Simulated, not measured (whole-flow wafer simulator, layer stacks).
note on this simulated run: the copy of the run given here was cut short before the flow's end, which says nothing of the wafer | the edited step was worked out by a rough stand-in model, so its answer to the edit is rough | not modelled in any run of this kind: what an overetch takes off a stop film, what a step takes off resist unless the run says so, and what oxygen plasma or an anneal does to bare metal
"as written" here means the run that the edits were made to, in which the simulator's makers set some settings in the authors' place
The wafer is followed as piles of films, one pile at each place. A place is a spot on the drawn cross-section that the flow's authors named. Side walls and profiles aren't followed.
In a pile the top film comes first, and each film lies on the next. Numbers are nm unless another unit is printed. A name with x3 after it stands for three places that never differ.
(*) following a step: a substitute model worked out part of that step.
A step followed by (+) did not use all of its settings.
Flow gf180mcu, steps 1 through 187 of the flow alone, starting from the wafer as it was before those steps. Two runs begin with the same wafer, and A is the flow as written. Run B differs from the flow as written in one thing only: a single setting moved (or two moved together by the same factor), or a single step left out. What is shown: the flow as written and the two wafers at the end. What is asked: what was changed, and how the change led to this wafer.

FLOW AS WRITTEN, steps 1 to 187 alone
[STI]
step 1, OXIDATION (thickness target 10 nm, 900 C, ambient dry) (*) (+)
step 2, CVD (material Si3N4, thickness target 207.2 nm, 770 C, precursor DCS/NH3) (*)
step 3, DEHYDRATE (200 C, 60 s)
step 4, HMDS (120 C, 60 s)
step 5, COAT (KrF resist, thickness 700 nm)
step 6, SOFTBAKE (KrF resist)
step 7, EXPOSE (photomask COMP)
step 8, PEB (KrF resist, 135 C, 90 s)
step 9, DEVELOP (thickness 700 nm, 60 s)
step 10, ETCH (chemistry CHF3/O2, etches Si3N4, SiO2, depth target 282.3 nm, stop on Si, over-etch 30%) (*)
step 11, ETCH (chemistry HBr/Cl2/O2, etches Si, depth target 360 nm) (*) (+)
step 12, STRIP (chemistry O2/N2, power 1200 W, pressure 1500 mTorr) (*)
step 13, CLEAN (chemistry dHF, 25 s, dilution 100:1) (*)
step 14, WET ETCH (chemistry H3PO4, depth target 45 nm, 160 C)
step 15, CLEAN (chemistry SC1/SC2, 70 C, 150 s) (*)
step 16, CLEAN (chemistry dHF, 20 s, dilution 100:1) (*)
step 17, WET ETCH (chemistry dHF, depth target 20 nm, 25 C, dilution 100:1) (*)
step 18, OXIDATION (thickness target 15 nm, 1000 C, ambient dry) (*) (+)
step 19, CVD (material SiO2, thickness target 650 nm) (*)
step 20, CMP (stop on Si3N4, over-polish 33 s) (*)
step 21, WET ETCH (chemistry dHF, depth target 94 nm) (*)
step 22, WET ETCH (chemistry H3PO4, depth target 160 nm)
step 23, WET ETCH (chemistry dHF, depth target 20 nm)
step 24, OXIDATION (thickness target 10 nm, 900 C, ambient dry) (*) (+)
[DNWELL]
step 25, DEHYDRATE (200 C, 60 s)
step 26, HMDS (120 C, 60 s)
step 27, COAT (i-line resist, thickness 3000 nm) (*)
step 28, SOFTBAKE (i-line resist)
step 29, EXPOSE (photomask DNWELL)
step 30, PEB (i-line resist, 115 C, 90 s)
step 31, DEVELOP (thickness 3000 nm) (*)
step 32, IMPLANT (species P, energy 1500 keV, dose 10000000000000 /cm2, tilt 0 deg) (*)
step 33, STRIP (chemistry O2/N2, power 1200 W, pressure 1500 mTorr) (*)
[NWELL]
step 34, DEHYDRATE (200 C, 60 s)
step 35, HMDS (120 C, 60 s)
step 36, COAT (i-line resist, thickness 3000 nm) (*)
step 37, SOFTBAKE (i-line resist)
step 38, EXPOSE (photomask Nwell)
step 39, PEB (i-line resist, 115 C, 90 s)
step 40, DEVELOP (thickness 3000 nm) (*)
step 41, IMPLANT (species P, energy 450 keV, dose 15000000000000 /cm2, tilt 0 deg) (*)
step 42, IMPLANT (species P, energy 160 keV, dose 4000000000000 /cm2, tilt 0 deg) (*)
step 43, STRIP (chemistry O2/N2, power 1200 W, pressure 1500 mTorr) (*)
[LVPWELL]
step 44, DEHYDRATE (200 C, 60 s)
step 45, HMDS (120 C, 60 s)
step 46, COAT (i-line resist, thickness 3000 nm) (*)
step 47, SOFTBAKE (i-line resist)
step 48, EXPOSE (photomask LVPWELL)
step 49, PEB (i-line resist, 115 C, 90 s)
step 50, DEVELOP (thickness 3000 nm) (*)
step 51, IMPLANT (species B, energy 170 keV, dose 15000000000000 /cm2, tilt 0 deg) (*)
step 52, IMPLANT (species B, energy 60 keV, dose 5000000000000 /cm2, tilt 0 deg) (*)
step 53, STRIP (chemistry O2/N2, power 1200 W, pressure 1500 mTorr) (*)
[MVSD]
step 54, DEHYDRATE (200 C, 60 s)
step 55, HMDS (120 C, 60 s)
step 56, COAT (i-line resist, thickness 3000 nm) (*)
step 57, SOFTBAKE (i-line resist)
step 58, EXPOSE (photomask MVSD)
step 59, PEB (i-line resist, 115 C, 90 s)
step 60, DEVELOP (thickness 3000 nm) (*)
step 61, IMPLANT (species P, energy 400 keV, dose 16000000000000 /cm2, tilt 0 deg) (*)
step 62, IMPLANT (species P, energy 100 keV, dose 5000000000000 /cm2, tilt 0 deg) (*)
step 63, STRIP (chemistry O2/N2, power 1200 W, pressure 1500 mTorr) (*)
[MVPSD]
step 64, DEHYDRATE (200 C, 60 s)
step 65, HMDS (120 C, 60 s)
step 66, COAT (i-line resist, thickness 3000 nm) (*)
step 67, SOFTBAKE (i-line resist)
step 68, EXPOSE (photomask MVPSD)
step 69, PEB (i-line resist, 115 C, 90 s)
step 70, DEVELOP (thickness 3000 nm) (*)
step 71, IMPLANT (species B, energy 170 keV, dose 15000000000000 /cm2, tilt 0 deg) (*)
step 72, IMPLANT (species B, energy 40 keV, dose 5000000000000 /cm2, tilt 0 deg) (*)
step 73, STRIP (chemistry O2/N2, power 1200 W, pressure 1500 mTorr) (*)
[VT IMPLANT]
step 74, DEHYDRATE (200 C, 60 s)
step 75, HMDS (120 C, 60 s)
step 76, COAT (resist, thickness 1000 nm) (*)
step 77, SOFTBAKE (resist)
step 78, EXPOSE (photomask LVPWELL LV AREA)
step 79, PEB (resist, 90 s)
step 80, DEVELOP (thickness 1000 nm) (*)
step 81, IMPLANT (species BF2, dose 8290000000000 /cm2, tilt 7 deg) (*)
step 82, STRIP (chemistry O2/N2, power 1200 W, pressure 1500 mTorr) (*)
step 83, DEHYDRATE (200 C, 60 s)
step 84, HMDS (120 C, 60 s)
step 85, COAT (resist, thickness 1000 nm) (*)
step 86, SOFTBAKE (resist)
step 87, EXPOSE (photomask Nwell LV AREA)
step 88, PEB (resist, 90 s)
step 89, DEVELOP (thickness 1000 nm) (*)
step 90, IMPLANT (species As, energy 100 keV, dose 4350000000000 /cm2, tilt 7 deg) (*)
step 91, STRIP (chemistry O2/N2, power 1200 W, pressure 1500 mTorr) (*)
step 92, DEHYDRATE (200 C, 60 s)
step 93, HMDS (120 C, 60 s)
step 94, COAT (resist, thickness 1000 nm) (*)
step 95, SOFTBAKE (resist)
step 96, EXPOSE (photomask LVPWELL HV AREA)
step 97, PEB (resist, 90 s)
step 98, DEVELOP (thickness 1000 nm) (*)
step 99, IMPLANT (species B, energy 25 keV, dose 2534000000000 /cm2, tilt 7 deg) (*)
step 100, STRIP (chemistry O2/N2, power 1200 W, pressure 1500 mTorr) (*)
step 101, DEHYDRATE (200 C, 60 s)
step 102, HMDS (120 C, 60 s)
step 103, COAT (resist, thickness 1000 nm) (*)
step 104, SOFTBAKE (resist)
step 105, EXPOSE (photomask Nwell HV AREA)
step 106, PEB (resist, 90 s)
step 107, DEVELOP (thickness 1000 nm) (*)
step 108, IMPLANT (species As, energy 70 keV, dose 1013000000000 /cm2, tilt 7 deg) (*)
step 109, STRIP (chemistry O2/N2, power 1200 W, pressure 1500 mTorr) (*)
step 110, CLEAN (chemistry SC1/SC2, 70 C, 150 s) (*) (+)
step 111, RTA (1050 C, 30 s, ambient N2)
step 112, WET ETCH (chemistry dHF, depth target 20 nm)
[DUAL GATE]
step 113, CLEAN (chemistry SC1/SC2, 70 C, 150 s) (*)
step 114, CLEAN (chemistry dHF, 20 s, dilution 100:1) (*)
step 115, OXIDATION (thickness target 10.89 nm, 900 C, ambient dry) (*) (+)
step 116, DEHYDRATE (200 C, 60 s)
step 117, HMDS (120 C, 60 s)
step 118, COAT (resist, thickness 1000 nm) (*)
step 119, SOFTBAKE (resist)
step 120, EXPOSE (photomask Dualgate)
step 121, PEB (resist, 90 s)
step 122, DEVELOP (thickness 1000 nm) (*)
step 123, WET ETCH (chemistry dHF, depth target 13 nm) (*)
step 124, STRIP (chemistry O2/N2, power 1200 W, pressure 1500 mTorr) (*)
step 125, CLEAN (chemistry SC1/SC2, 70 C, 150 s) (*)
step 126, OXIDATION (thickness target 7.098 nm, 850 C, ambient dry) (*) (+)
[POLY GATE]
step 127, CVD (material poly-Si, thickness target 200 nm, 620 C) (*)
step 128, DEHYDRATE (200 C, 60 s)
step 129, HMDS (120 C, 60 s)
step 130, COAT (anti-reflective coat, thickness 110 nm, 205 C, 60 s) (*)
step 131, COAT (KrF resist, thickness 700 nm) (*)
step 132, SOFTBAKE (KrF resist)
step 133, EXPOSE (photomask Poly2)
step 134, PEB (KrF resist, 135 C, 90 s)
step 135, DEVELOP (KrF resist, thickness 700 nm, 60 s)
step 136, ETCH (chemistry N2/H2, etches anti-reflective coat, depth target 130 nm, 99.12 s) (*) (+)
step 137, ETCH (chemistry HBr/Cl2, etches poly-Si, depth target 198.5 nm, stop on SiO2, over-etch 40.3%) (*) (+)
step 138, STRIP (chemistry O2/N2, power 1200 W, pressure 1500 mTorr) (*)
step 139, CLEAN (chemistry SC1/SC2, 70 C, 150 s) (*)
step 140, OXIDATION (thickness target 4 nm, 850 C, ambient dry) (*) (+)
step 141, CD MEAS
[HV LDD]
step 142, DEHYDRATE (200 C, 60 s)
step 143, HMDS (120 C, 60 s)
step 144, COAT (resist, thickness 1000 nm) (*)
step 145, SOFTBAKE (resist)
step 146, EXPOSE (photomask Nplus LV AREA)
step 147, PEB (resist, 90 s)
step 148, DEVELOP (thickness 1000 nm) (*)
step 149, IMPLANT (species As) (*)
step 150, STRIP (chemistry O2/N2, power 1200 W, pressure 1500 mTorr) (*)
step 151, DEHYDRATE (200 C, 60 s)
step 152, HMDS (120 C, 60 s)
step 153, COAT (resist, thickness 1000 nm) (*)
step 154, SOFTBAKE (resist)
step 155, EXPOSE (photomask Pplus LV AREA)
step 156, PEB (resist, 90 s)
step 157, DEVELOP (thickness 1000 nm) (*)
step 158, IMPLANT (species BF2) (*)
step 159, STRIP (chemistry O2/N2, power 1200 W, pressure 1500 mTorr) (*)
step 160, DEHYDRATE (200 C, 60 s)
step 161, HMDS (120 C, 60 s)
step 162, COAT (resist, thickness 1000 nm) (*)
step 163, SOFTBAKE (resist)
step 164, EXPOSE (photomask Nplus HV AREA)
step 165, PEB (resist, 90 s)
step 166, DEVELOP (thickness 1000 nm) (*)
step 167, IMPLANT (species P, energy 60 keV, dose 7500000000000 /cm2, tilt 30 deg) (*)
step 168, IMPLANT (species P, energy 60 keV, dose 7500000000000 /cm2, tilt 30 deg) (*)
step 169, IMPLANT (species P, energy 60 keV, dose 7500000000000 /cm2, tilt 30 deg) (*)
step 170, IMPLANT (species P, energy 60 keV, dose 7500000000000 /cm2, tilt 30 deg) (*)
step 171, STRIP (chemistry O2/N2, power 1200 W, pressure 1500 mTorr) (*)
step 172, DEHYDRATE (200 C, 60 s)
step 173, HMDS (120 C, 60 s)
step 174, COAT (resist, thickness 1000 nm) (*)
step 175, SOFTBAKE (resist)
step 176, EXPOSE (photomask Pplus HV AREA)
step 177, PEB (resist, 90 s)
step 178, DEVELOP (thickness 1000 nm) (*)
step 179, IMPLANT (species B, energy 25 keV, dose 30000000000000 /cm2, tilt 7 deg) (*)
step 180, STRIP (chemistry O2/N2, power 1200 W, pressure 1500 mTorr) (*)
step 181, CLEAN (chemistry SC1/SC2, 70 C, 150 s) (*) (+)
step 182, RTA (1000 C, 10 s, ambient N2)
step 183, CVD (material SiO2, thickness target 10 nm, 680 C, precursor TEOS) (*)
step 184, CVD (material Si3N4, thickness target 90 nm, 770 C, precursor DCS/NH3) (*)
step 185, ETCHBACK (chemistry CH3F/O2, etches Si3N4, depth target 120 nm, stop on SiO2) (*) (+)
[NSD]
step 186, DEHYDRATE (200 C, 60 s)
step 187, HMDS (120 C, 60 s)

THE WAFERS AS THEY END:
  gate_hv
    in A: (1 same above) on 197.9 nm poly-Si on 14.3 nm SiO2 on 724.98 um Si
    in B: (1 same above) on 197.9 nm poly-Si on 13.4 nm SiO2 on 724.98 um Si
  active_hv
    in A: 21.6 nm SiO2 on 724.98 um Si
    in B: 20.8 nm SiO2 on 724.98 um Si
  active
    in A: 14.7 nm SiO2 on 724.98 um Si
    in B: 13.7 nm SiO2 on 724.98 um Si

What caused this: step 126, OXIDATION: thickness target 6.047 nm was run, while the flow as written has thickness target 7.098 nm.

The path from the change to this, step by step:
  step 126, OXIDATION (thickness target 7.098 nm, 850 C, ambient dry) (*) (+)
      gate_hv, active_hv, active_nat and 25 more: A SiO2 gains 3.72, Si loses 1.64 | B SiO2 gains 2.83, Si loses 1.24
      active, n_well, p_well and 12 more: A SiO2 gains 7.1 (new film), chemical SiO2 loses 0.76 (all of it), Si loses 2.79 | B SiO2 gains 6.05 (new film), chemical SiO2 loses 0.76 (all of it), Si loses 2.33
